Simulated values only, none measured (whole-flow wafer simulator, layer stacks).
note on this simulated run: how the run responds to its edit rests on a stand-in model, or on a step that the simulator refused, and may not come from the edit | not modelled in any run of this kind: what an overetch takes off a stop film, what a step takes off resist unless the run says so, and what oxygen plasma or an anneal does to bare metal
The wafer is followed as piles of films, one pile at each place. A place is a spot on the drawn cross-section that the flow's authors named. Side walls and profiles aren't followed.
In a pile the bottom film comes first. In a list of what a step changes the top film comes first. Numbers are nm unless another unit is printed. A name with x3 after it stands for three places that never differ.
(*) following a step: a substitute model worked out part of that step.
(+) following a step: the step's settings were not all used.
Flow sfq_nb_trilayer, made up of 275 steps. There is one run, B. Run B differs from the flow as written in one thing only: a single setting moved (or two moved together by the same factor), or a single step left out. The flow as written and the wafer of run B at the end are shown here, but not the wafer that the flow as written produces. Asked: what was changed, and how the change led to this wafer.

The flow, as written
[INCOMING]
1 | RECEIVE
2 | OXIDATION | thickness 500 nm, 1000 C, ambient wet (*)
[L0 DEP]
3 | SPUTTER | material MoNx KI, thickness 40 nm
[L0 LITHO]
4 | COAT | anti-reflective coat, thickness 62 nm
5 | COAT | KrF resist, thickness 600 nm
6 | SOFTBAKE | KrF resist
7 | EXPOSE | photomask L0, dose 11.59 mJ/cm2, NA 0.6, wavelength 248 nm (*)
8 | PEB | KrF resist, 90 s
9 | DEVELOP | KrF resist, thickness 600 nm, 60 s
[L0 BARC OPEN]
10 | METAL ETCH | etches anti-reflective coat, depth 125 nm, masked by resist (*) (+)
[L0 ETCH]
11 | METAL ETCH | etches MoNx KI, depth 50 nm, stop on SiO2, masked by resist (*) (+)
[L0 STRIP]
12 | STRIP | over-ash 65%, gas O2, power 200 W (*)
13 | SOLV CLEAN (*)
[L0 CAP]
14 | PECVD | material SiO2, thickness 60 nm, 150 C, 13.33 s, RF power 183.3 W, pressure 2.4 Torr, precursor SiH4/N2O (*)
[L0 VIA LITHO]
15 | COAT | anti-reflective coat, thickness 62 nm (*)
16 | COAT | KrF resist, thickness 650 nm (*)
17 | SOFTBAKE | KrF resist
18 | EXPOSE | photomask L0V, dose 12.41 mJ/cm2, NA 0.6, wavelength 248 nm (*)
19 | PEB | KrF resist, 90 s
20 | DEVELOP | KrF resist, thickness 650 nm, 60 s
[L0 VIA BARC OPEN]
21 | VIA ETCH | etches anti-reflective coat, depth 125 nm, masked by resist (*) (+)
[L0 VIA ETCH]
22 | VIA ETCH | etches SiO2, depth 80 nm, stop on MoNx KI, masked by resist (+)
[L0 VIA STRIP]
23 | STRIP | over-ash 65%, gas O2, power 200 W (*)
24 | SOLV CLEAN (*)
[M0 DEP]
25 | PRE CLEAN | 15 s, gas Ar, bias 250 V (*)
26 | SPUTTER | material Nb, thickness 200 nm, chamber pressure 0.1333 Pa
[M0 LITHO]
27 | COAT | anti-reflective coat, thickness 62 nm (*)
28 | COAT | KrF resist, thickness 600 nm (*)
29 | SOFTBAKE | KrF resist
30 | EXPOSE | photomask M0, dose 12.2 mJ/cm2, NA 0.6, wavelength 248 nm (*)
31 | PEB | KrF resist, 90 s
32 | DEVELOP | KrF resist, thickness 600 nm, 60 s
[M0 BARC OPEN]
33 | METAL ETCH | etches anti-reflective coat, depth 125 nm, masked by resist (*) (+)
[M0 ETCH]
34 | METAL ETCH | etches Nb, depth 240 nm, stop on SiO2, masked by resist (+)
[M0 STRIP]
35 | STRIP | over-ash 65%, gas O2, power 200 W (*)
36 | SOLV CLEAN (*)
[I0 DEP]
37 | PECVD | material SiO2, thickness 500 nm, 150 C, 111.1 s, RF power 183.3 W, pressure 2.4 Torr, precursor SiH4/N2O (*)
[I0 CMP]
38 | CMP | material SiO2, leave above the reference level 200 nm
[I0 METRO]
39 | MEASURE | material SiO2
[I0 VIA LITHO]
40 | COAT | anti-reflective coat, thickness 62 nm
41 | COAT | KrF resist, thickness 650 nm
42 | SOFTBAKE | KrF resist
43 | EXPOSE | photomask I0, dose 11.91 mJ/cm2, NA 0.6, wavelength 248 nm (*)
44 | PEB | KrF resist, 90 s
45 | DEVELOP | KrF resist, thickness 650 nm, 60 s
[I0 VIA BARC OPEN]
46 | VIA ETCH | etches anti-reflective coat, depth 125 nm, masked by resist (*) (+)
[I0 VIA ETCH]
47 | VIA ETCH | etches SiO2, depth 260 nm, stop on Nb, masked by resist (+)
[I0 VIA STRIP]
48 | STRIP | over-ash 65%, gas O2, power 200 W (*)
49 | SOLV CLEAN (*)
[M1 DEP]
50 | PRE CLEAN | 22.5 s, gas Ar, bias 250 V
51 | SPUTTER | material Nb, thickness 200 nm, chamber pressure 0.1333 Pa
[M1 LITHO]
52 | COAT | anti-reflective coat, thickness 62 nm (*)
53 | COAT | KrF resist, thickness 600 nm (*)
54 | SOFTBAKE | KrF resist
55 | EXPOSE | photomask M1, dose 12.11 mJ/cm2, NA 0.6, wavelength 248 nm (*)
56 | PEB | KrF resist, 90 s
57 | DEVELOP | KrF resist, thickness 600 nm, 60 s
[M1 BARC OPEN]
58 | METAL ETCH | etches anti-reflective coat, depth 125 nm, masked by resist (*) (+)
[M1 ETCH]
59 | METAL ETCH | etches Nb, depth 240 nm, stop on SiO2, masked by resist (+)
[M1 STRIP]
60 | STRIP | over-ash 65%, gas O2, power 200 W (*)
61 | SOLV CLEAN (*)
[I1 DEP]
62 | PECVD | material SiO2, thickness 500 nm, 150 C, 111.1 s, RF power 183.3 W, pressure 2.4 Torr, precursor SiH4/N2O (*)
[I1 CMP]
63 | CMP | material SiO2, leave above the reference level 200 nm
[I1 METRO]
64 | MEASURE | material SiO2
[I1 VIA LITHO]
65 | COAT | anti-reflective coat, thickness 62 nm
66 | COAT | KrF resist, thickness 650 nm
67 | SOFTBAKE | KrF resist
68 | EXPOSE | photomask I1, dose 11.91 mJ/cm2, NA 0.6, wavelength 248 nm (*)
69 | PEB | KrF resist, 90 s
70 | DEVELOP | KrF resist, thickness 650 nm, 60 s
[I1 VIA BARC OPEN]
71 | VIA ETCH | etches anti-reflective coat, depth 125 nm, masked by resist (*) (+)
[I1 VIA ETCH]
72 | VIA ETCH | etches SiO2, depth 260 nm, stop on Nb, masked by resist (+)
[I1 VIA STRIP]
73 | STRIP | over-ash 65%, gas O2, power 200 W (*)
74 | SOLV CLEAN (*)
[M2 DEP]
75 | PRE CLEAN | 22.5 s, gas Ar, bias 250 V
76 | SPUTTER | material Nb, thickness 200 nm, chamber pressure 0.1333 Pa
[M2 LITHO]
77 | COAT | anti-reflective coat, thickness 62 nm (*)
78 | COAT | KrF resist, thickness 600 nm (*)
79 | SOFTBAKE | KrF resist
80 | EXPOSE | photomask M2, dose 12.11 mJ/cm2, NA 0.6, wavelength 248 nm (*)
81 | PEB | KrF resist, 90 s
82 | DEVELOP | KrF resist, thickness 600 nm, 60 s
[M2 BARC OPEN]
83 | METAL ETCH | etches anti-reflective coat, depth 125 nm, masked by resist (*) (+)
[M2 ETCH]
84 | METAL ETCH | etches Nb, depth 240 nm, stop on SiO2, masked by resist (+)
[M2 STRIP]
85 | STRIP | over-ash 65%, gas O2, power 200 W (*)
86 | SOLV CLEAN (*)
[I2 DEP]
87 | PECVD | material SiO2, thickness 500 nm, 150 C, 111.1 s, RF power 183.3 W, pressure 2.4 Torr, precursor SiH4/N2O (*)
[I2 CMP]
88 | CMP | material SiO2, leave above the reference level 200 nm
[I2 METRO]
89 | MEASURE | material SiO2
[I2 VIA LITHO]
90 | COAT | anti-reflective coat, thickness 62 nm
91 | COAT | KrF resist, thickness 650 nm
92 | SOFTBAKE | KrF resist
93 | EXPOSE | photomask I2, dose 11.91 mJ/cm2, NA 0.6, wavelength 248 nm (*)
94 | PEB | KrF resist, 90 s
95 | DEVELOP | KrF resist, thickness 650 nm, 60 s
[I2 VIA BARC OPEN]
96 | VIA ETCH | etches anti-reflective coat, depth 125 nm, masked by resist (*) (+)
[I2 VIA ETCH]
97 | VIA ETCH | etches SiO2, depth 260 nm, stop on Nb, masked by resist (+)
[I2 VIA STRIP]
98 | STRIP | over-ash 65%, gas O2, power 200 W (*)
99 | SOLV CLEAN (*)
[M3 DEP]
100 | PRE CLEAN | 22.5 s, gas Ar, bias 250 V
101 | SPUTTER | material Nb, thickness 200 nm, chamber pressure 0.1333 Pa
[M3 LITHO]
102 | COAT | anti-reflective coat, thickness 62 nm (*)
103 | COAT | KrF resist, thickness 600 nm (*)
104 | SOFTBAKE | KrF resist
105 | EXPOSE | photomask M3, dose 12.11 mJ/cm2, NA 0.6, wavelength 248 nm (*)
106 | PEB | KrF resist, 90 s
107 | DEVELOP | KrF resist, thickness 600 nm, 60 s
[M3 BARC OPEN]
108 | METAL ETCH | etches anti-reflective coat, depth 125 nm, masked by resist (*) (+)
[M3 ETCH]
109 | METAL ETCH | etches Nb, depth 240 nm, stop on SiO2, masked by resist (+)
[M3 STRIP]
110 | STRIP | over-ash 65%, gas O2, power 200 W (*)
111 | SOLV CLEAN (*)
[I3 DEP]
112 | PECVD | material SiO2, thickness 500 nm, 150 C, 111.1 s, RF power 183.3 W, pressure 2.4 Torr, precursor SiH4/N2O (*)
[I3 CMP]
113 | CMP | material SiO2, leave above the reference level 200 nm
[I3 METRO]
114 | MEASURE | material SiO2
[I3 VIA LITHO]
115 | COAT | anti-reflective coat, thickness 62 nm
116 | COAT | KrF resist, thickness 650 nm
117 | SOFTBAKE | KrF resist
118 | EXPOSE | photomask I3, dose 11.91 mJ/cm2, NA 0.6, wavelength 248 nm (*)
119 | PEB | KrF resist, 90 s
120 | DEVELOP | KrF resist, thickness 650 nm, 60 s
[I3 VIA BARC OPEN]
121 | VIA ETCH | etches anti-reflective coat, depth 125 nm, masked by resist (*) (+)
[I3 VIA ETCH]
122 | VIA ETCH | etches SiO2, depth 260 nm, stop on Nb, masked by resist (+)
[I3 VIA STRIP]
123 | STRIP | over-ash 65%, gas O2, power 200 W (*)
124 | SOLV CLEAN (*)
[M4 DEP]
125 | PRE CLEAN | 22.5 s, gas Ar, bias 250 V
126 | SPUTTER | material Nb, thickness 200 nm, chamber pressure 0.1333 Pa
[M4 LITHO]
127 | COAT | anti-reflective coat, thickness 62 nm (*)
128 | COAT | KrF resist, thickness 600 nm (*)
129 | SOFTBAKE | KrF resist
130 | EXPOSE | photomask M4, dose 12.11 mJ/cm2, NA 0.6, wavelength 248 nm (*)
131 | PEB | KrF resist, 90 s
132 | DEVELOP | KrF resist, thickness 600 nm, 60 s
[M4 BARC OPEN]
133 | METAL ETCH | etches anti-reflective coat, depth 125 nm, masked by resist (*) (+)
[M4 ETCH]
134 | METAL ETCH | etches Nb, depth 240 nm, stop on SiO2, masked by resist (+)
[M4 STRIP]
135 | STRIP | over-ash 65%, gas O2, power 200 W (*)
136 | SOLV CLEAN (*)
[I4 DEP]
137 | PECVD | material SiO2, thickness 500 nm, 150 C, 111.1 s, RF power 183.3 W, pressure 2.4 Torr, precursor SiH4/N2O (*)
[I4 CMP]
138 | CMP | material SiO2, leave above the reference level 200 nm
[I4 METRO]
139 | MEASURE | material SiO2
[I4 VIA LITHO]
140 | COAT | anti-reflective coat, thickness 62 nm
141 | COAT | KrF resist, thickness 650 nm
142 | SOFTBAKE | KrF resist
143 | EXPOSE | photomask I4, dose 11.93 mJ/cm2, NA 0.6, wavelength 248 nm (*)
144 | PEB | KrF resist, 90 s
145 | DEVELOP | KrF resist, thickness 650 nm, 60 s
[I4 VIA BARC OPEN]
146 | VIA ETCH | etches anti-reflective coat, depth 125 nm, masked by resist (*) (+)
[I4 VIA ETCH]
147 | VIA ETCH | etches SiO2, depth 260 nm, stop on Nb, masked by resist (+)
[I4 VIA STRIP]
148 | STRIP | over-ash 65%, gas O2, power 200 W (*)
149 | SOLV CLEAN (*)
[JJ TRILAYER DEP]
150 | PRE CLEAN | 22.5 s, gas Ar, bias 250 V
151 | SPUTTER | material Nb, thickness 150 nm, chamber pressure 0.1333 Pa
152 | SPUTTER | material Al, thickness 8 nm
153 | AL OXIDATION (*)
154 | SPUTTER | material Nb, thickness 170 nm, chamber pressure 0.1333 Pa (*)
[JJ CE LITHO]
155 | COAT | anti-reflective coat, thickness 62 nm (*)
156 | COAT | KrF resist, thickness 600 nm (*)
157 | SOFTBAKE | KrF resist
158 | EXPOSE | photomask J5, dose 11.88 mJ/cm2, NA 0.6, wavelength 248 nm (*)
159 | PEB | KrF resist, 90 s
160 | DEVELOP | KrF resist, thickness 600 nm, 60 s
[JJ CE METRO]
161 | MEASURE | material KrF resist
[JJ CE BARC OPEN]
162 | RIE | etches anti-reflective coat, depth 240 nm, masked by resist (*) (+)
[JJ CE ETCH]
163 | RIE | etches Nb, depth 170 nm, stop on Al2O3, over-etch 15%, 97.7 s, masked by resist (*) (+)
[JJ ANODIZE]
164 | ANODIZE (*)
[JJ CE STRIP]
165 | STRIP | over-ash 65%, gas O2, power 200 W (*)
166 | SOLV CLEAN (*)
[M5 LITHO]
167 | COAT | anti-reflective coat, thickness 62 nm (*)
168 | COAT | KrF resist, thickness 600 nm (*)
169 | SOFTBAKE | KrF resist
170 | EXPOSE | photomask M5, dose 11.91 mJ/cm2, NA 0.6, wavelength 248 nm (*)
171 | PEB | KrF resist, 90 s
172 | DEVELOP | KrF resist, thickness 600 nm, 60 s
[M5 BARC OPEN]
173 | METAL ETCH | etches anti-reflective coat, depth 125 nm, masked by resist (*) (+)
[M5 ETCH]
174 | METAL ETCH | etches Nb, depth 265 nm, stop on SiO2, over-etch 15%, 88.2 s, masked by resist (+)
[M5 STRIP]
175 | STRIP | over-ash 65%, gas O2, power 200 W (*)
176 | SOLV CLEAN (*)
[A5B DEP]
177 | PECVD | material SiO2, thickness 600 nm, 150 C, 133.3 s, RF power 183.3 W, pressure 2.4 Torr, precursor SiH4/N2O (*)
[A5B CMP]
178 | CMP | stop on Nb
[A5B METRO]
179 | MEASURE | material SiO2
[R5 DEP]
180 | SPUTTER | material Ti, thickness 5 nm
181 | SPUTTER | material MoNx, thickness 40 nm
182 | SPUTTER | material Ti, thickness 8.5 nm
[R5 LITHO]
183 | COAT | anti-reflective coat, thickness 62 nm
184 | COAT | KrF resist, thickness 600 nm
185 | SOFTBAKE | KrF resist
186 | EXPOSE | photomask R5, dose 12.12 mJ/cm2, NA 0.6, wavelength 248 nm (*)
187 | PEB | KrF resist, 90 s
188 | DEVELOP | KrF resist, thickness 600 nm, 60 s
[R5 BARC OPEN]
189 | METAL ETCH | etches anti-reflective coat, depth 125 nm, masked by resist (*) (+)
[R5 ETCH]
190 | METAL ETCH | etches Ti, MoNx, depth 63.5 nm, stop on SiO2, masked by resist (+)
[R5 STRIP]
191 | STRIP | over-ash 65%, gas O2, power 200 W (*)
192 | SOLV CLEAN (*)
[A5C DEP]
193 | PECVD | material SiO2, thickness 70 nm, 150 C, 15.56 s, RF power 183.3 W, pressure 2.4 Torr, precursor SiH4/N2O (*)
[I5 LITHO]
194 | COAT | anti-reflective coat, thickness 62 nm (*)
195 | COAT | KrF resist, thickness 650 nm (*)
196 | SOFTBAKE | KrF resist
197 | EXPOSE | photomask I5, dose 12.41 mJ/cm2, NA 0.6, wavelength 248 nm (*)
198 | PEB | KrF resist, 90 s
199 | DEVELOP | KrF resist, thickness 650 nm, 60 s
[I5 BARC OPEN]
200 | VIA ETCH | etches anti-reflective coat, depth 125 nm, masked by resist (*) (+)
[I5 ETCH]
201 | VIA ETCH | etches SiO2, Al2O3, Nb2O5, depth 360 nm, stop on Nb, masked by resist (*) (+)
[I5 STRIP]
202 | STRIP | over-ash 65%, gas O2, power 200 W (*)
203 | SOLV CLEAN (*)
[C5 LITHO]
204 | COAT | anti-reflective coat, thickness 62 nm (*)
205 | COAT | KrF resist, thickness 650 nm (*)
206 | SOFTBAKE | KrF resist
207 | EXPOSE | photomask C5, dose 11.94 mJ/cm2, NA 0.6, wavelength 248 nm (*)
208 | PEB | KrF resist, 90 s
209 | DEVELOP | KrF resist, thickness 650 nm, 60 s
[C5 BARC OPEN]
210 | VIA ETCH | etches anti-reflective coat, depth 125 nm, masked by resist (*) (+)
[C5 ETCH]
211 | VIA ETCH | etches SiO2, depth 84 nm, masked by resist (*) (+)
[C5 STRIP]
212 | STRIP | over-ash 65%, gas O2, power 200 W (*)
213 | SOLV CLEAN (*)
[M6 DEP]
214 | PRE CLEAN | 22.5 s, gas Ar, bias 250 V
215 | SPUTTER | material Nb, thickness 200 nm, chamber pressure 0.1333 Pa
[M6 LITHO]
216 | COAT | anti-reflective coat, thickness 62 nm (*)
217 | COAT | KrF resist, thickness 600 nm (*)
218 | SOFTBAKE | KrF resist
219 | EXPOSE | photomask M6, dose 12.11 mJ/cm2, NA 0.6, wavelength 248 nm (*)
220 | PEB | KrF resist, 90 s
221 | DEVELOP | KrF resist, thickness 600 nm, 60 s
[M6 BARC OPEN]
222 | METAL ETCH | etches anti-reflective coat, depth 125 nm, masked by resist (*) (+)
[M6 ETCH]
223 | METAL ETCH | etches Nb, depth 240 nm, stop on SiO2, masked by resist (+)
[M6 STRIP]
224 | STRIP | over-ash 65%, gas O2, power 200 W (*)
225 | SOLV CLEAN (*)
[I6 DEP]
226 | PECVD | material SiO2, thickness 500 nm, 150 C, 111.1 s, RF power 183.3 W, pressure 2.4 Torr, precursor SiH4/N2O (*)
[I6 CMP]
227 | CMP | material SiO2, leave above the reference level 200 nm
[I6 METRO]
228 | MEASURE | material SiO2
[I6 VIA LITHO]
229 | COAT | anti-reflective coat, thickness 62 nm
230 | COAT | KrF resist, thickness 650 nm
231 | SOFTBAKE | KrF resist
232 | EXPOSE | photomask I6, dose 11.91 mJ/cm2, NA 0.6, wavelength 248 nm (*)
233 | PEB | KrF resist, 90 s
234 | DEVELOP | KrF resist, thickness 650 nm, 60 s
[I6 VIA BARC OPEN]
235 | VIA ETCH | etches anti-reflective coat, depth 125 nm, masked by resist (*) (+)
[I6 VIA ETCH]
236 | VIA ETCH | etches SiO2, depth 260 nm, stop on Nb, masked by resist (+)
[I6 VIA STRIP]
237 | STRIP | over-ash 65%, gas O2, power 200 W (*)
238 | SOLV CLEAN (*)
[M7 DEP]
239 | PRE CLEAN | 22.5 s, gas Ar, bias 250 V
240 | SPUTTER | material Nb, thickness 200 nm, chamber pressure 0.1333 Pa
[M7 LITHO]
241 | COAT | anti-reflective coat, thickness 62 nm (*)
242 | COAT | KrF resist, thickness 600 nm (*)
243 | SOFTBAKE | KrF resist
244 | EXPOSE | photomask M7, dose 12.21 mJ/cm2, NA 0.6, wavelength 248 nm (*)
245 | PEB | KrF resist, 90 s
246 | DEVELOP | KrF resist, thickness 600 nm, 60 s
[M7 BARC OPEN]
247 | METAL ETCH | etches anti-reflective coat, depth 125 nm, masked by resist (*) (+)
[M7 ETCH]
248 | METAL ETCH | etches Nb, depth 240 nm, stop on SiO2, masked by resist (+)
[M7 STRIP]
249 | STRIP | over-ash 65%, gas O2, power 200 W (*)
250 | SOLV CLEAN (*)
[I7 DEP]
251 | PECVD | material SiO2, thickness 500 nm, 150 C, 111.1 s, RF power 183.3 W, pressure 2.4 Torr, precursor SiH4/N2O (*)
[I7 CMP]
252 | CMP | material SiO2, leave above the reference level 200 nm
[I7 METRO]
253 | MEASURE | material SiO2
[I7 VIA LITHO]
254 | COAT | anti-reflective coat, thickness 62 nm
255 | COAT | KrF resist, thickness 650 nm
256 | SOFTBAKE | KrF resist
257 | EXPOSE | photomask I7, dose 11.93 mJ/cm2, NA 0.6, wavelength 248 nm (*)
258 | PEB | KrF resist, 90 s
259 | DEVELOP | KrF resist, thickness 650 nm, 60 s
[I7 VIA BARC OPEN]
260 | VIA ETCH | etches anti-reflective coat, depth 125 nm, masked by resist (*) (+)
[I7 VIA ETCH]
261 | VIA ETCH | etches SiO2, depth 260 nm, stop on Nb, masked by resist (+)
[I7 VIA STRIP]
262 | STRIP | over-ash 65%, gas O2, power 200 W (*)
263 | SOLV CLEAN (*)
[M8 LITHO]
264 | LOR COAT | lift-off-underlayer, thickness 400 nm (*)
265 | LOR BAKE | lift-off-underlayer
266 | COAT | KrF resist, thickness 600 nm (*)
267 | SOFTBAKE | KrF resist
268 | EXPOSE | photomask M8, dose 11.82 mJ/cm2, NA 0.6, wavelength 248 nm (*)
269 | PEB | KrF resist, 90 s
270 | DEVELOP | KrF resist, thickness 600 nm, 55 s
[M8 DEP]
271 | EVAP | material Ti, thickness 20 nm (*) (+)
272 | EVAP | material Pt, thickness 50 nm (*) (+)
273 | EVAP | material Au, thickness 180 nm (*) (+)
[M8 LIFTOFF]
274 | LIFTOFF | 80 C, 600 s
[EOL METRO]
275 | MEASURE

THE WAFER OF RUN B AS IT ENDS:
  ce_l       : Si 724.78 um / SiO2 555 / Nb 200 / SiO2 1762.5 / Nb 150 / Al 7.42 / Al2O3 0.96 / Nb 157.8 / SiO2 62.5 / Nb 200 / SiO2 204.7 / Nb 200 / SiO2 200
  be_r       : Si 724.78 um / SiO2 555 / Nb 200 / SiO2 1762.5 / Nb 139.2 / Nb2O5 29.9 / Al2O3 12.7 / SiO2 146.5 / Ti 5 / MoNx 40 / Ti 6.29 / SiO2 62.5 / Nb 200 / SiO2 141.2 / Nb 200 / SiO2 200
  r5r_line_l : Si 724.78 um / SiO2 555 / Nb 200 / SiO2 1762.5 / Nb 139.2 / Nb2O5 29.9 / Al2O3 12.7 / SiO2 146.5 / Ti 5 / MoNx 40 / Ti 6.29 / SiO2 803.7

The reason: step 182, SPUTTER: thickness 6.29 nm was run, whereas the flow has thickness 8.5 nm.
The wafer lets one read it off: be_r has Ti 6.29, and step 182 as written asks for 8.5 nm.

How this came from the change, step by step:
  182 | SPUTTER | material Ti, thickness 8.5 nm
      field_l, v_sur, via_wl and 103 more: Ti gains 6.29 (new film) (as written it would have been: Ti gains 8.5 (new film))
  190 | METAL ETCH | etches Ti, MoNx, depth 63.5 nm, stop on SiO2, masked by resist (+)
      field_l, v_sur, via_wl and 92 more: Ti loses 6.29 (all of it), MoNx loses 40 (all of it), Ti loses 5 (all of it) (as written it would have been: Ti loses 8.5 (all of it), MoNx loses 40 (all of it), Ti loses 5 (all of it))
      ce_l, c5j, ce_r, wl_jj: Ti loses 6.29 (all of it), MoNx loses 40 (all of it), Ti loses 5 (all of it), Nb loses 12.2 (as written it would have been: Ti loses 8.5 (all of it), MoNx loses 40 (all of it), Ti loses 5 (all of it), Nb loses 10)
